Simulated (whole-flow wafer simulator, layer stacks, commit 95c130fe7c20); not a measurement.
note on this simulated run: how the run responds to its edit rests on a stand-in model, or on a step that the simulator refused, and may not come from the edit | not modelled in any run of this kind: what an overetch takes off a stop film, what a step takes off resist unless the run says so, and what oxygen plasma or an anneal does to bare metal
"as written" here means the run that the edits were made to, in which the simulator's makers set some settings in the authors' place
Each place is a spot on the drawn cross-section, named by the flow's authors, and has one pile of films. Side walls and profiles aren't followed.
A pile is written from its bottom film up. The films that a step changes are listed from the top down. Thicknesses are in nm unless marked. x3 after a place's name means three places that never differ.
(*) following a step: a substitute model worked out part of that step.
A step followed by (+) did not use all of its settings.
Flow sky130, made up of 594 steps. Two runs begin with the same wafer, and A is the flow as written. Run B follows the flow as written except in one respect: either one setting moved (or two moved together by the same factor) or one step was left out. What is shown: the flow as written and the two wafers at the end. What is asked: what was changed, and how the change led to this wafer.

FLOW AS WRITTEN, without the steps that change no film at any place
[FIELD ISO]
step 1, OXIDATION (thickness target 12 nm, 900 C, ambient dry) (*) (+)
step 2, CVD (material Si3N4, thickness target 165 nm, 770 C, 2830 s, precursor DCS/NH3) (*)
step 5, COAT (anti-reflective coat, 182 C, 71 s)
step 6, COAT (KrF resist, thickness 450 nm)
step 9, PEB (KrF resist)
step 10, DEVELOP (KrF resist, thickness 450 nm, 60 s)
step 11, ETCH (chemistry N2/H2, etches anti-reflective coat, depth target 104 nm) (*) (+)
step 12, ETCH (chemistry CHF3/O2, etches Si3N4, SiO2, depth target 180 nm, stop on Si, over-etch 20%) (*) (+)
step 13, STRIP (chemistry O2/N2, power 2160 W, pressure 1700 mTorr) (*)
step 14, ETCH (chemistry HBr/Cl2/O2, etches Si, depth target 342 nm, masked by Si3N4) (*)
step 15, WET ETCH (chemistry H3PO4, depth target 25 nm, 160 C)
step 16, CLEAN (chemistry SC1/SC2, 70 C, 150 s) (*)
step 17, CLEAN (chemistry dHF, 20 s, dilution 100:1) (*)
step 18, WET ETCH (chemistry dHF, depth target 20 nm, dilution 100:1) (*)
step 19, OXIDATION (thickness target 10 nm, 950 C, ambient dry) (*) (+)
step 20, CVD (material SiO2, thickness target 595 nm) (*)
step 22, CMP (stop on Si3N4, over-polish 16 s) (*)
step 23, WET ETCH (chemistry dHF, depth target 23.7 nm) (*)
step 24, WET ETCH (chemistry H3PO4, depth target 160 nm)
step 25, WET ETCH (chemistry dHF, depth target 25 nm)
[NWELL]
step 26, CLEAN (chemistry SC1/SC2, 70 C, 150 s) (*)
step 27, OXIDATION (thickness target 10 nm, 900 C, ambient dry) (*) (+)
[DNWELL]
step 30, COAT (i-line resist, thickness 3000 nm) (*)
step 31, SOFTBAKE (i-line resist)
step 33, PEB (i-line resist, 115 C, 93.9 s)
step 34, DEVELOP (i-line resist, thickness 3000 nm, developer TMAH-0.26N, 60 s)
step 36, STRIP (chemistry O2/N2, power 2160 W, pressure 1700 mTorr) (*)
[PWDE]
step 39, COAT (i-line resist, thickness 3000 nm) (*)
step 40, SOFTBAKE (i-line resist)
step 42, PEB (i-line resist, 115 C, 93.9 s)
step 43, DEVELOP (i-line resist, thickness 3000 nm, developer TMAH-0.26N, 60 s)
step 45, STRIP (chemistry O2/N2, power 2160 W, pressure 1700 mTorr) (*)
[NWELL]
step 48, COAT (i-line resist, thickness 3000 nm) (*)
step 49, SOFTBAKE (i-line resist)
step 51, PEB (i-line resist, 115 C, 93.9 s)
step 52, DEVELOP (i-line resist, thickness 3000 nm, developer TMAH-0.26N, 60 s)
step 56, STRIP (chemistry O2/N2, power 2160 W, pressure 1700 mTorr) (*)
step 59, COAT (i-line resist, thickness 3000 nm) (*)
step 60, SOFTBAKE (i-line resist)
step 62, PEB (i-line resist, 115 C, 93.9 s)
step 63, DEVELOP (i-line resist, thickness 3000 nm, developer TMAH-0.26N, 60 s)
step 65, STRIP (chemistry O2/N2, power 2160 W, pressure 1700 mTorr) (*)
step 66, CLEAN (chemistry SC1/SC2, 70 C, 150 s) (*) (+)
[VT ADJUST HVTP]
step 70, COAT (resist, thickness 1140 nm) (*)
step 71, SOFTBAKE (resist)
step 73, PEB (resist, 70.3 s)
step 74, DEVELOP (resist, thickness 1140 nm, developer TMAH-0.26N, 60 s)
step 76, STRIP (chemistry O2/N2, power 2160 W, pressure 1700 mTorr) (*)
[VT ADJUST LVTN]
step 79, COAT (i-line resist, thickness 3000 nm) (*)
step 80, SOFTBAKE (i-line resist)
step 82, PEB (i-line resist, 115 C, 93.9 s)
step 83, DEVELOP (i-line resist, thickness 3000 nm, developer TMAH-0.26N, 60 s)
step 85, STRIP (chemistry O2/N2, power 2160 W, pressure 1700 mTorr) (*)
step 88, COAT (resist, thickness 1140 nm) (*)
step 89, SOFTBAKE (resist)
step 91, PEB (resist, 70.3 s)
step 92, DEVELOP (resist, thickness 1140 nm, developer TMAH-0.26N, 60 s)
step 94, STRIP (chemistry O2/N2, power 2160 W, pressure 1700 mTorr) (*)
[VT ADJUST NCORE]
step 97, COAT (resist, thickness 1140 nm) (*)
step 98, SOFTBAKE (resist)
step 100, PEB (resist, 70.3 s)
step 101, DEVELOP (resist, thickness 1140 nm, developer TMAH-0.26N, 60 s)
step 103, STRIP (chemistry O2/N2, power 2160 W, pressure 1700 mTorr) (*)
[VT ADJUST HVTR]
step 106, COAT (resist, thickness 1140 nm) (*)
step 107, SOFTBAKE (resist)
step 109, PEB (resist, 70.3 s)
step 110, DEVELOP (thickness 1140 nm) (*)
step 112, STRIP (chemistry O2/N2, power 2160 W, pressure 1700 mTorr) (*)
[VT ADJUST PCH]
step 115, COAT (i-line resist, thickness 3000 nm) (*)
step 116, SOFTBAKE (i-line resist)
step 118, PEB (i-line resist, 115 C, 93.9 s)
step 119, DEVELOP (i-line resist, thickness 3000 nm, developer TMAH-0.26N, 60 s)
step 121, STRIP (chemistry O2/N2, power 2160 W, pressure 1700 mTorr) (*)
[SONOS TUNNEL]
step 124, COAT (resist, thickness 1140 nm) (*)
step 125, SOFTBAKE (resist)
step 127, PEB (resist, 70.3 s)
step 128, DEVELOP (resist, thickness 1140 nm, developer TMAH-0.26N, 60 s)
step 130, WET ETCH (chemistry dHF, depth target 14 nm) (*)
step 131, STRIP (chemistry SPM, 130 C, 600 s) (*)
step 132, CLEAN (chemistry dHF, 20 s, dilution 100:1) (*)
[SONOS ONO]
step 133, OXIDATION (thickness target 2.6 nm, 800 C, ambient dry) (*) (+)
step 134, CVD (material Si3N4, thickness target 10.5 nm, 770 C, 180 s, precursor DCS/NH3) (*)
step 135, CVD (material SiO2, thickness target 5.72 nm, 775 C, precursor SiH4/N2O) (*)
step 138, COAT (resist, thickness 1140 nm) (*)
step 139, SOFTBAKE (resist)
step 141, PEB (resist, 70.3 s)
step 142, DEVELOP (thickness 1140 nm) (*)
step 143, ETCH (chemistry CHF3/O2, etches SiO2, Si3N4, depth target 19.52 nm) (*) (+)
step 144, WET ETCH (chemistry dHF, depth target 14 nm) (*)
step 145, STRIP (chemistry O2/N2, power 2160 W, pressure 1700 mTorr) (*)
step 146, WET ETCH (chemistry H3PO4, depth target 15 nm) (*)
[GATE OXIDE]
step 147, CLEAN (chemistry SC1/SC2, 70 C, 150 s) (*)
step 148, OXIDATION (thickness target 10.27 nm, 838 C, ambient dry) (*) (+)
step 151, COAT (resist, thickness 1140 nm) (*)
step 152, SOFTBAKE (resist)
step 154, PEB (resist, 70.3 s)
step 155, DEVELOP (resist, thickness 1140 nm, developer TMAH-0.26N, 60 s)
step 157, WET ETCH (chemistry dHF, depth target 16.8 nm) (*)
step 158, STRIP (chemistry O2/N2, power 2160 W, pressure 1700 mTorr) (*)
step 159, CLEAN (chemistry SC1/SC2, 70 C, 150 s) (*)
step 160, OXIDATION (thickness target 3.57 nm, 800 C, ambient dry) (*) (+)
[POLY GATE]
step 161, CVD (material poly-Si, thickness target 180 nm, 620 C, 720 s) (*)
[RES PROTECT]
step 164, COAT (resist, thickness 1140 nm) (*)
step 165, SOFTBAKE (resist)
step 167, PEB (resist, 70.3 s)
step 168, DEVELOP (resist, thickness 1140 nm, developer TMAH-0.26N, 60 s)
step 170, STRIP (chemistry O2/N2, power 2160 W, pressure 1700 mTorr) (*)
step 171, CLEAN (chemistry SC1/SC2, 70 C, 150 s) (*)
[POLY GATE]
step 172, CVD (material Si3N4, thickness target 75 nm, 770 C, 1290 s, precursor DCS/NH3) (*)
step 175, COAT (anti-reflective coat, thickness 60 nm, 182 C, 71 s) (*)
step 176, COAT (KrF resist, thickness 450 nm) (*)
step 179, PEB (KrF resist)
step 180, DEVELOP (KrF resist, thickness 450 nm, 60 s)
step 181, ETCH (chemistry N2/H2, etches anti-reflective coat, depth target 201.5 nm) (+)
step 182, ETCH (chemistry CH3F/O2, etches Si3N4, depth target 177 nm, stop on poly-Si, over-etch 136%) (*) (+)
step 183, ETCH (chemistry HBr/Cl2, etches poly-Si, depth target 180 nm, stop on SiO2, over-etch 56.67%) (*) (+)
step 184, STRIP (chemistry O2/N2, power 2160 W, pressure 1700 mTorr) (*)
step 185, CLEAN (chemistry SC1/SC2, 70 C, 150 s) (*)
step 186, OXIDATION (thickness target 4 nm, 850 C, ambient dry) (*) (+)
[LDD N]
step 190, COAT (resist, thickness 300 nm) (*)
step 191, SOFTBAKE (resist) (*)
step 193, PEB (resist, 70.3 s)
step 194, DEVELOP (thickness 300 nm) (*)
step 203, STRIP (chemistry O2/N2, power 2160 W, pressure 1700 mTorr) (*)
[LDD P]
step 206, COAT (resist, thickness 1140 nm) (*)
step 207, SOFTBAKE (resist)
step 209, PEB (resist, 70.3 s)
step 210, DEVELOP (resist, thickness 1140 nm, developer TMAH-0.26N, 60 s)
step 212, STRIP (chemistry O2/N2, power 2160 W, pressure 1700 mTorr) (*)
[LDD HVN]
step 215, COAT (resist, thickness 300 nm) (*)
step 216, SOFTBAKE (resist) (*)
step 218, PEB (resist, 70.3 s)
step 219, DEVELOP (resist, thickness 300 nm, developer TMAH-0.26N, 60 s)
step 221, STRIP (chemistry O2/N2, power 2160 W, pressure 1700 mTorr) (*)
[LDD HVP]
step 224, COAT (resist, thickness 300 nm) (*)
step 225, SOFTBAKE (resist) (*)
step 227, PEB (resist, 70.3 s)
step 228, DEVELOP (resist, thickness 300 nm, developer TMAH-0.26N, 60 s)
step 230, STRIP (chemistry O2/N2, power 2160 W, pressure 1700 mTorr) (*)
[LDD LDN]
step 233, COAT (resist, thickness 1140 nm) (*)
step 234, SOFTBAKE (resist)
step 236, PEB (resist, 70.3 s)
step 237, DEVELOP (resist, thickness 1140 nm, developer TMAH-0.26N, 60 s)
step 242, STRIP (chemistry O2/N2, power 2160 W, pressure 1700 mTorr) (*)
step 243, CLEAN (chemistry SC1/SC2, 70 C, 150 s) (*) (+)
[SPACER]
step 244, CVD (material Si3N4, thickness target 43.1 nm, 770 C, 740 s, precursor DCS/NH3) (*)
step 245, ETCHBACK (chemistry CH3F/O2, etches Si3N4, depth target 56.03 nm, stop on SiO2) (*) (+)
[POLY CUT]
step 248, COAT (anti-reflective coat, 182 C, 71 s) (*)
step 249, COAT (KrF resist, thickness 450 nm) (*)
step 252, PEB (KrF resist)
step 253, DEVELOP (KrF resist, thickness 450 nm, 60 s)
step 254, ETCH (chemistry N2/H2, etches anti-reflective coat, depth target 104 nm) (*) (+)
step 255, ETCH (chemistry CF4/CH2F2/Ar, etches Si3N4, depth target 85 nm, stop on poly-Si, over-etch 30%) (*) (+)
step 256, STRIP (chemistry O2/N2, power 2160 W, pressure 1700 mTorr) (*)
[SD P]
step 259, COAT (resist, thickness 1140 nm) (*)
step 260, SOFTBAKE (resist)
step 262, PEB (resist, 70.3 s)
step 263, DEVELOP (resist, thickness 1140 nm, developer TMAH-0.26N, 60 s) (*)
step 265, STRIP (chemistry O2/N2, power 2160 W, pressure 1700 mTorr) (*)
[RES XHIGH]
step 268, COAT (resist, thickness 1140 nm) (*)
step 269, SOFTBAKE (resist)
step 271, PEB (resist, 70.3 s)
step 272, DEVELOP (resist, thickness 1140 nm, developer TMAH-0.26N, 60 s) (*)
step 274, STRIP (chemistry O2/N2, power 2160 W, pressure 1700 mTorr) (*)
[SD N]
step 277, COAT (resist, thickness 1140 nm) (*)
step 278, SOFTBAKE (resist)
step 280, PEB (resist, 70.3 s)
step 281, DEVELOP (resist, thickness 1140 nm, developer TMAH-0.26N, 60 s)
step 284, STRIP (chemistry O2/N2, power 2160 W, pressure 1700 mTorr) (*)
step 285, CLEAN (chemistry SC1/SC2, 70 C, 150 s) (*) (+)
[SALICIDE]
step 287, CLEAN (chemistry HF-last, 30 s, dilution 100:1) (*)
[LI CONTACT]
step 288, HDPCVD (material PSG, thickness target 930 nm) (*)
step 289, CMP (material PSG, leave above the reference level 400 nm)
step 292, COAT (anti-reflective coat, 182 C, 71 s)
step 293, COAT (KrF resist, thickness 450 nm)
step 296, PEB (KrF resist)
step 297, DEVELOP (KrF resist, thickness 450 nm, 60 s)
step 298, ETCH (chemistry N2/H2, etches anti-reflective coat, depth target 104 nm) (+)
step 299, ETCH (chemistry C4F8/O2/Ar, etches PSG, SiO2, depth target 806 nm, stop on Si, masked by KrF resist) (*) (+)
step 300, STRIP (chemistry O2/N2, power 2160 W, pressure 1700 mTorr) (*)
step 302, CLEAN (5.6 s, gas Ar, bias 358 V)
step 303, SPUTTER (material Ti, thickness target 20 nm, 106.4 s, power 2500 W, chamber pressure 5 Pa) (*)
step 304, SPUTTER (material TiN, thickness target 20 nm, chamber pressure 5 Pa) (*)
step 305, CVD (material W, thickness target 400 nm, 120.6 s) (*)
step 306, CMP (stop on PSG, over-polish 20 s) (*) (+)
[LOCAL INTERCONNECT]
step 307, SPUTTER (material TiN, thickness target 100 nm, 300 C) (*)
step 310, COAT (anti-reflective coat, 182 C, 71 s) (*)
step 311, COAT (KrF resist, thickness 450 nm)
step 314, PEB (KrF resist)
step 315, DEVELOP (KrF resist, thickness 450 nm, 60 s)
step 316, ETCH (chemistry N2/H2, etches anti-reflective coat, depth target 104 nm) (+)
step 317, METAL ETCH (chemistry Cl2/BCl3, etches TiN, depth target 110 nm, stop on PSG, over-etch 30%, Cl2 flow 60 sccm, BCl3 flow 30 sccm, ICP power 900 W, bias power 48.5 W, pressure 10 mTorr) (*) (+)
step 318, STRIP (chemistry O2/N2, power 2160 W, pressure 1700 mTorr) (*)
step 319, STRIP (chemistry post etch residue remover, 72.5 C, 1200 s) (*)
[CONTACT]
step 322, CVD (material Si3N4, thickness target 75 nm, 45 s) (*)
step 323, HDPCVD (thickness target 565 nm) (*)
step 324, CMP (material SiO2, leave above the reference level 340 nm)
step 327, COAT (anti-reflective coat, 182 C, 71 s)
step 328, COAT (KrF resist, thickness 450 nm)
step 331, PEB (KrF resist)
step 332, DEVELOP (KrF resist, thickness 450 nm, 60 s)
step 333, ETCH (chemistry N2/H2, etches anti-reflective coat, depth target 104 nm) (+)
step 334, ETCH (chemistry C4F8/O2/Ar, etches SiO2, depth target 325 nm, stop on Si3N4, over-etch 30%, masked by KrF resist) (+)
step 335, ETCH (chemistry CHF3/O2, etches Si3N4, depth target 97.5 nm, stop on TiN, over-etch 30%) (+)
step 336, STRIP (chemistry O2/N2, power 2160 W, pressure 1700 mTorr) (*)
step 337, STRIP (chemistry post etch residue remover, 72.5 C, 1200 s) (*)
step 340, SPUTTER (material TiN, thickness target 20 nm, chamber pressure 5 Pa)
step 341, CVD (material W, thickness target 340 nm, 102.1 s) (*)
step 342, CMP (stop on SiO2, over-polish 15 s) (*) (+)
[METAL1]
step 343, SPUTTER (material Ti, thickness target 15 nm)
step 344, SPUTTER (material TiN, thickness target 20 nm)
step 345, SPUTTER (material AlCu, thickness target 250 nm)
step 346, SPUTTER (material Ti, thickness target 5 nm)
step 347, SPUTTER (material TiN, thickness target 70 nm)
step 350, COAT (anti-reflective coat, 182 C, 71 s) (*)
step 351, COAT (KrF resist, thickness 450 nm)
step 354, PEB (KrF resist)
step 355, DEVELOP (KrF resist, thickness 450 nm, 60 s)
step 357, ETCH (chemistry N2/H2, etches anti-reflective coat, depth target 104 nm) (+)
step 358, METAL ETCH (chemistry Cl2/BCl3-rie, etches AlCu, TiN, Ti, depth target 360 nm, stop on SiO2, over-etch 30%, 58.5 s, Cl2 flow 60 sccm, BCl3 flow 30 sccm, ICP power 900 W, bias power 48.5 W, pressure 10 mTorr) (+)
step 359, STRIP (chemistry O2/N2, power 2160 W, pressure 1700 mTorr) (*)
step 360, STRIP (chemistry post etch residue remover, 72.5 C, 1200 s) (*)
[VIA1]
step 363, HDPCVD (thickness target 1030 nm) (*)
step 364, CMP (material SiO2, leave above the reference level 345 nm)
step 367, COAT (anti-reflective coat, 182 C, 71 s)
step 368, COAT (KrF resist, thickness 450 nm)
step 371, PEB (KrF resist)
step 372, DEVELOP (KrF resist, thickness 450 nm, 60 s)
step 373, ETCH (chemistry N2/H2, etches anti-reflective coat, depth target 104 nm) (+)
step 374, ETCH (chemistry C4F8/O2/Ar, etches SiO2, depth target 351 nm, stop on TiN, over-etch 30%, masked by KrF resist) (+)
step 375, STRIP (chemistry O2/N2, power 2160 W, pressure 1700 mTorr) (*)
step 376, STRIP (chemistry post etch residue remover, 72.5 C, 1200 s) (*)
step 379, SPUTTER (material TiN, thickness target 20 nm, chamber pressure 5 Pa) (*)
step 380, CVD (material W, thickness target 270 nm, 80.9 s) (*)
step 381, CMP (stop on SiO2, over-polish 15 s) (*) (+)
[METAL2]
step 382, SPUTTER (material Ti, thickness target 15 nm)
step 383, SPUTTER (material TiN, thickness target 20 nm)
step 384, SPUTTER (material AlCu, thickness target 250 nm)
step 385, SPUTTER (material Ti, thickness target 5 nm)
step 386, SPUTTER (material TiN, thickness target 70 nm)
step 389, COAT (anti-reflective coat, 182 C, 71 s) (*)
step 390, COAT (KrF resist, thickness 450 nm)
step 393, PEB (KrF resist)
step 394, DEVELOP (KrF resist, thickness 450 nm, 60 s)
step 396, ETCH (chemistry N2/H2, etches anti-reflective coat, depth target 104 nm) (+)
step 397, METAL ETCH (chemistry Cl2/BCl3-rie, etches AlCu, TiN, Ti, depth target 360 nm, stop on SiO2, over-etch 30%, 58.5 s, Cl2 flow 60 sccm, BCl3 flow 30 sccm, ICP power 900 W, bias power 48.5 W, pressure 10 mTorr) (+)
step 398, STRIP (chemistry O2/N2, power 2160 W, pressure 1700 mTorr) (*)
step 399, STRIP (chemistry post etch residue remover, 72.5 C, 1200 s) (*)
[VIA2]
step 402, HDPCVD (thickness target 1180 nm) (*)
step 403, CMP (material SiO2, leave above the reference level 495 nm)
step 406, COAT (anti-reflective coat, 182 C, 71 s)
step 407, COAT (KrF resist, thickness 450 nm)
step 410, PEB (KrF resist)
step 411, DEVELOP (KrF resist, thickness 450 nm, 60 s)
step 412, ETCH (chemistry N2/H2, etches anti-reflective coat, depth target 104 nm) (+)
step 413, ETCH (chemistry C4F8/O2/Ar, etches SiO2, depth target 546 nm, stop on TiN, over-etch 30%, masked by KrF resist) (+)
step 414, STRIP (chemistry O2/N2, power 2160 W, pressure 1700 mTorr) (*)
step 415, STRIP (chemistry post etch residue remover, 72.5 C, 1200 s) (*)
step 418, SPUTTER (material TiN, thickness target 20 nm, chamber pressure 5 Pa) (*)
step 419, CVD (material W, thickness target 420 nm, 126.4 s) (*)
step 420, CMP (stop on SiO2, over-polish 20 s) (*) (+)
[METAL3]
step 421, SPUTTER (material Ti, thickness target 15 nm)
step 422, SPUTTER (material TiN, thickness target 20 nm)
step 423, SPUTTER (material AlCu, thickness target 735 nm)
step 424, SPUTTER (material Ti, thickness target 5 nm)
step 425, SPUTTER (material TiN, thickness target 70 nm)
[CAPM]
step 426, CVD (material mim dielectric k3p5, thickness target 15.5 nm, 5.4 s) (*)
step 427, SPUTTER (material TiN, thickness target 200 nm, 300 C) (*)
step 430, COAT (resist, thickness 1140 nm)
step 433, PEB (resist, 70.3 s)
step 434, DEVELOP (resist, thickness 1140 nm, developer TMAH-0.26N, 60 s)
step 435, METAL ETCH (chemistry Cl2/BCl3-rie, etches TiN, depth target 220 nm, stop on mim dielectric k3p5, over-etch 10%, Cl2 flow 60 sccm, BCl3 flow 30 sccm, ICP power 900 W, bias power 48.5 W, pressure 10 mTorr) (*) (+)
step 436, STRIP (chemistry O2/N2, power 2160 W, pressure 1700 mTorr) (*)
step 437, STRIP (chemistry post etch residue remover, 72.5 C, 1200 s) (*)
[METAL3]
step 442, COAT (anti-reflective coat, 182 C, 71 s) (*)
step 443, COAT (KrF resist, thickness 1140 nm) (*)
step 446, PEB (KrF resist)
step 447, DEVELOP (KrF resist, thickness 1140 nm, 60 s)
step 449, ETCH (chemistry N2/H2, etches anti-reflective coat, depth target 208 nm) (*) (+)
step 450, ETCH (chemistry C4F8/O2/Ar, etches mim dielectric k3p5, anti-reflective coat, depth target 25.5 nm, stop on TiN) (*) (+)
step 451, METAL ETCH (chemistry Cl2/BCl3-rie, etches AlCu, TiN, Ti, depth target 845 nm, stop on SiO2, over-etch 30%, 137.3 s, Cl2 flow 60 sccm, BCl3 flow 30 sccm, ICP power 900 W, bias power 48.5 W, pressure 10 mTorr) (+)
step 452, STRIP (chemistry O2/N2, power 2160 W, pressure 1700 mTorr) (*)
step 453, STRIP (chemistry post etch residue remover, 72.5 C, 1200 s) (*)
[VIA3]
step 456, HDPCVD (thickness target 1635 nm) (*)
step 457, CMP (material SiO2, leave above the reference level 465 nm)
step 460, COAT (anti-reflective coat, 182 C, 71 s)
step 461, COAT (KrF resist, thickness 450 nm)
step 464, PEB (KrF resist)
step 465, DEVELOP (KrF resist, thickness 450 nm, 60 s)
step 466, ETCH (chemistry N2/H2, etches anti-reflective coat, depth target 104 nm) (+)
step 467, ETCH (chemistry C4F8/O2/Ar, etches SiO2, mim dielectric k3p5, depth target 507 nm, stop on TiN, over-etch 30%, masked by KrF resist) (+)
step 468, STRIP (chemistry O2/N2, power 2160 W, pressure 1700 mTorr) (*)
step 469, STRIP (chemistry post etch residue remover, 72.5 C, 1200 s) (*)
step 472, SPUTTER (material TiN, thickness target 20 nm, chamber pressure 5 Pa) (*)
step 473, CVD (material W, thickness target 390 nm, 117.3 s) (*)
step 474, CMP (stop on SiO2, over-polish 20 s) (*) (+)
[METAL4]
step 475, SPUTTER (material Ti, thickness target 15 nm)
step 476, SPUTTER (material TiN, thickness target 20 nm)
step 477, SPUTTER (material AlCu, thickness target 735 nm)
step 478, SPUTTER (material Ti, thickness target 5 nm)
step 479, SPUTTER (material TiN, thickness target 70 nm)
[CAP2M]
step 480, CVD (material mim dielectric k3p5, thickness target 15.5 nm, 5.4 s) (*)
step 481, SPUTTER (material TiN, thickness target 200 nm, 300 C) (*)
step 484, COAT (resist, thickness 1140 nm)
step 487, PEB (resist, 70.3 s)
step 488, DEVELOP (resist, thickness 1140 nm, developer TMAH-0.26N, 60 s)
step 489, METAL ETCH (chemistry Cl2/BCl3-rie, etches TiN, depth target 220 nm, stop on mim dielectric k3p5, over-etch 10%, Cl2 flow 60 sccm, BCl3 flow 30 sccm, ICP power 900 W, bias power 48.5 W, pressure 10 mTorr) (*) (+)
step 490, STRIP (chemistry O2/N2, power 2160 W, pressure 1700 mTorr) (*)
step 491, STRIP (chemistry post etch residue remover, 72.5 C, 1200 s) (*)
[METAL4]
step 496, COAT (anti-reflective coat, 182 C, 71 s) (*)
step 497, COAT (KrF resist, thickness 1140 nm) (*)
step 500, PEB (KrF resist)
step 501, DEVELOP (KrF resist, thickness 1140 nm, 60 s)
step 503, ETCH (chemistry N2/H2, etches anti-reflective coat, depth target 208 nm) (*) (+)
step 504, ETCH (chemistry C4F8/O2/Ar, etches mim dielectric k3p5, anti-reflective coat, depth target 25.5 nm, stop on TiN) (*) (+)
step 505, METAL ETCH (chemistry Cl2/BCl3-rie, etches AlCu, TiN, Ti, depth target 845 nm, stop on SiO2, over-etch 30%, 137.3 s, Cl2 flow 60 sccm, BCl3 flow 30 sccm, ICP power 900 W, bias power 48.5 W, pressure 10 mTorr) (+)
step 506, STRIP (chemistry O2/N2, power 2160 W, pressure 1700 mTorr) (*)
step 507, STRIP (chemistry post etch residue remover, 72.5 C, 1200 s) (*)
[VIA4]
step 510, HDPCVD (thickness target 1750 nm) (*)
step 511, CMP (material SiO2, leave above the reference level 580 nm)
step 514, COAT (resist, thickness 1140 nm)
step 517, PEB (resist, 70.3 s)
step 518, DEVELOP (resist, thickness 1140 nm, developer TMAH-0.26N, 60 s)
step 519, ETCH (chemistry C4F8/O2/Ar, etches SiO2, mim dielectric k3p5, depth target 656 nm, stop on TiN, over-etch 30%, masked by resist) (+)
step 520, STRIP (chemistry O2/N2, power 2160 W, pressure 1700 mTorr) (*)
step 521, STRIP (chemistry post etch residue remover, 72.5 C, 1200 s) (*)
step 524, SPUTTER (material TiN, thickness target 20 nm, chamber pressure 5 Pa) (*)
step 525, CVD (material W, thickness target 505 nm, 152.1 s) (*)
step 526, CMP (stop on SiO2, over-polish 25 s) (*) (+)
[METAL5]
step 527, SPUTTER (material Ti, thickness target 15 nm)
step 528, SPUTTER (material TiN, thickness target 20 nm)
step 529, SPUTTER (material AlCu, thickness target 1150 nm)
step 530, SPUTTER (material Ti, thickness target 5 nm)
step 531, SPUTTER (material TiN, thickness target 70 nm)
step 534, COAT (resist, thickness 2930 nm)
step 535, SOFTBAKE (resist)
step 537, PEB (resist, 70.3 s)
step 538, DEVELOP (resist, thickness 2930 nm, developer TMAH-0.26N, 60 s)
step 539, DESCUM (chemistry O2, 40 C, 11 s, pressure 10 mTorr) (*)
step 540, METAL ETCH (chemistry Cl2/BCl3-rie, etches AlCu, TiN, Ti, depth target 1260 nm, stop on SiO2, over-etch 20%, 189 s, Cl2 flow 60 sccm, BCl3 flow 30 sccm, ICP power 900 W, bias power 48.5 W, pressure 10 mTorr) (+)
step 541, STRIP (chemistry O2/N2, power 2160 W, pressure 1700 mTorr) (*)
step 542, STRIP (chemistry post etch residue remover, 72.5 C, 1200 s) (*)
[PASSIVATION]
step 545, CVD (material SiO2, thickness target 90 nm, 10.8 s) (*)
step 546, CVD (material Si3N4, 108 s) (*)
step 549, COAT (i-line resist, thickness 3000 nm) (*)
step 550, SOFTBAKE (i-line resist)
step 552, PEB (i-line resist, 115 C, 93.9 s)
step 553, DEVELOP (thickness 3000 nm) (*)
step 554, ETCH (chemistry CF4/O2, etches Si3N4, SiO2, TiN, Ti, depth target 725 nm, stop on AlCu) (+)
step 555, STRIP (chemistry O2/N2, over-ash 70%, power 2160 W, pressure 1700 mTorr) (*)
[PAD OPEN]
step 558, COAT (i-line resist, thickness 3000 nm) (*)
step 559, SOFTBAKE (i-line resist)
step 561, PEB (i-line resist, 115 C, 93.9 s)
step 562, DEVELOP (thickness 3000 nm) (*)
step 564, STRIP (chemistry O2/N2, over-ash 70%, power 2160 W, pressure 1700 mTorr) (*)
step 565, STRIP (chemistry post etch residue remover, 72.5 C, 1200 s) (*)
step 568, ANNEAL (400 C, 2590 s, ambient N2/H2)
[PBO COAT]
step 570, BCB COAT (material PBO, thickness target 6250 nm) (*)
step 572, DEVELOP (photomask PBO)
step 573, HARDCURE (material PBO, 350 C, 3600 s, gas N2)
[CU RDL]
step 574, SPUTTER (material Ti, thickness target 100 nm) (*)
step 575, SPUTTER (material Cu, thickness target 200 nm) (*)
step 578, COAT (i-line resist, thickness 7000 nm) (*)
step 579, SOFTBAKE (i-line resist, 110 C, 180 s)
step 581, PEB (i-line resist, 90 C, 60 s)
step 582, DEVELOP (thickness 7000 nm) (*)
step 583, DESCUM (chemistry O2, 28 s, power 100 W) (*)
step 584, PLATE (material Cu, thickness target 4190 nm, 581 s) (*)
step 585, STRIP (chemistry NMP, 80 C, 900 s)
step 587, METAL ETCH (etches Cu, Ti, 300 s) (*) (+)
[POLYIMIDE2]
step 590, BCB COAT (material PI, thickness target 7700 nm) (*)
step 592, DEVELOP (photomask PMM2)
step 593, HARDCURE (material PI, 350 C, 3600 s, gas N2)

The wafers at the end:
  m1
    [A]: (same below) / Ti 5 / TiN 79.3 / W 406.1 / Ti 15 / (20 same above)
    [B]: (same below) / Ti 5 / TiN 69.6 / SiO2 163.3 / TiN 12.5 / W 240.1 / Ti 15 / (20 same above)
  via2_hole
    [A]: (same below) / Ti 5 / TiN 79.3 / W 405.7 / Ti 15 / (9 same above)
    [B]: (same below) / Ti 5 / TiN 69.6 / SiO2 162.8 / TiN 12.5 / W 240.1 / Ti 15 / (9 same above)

The reason: step 413, ETCH: depth target 257 nm was run, whereas the flow has depth target 546 nm.

The path from the change to this, step by step:
  step 413, ETCH (chemistry C4F8/O2/Ar, etches SiO2, depth target 546 nm, stop on TiN, over-etch 30%, masked by KrF resist) (+)
      m1: A -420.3 SiO2 (all of it) | B -257 SiO2
      via2_hole: A -419.8 SiO2 (all of it) | B -257 SiO2
      (also at 189 further places)
  step 414, STRIP (chemistry O2/N2, power 2160 W, pressure 1700 mTorr) (*)
      field, active, n_well and 186 more: A -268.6 KrF resist (all of it), -80 anti-reflective coat (all of it) | B -326.4 KrF resist (all of it), -80 anti-reflective coat (all of it)
  step 418, SPUTTER (material TiN, thickness target 20 nm, chamber pressure 5 Pa) (*)
      m1, via2_hole: A +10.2 TiN | B +12.5 TiN (new film)
  step 419, CVD (material W, thickness target 420 nm, 126.4 s) (*)
      m1: A +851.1 W (new film) | B +685.1 W (new film)
      via2_hole: A +850.7 W (new film) | B +685.1 W (new film)
If metal films that touch count as one body, m1 has 3 bodies (between them, from the top down: SiO2 163.3; SiO2 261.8 / Si3N4 75); the flow as written gives 2 bodies (between them, from the top down: SiO2 261.8 / Si3N4 75).
If metal films that touch count as one body, via2_hole has 2 bodies (between them, from the top down: SiO2 162.8); the flow as written gives 1 body.
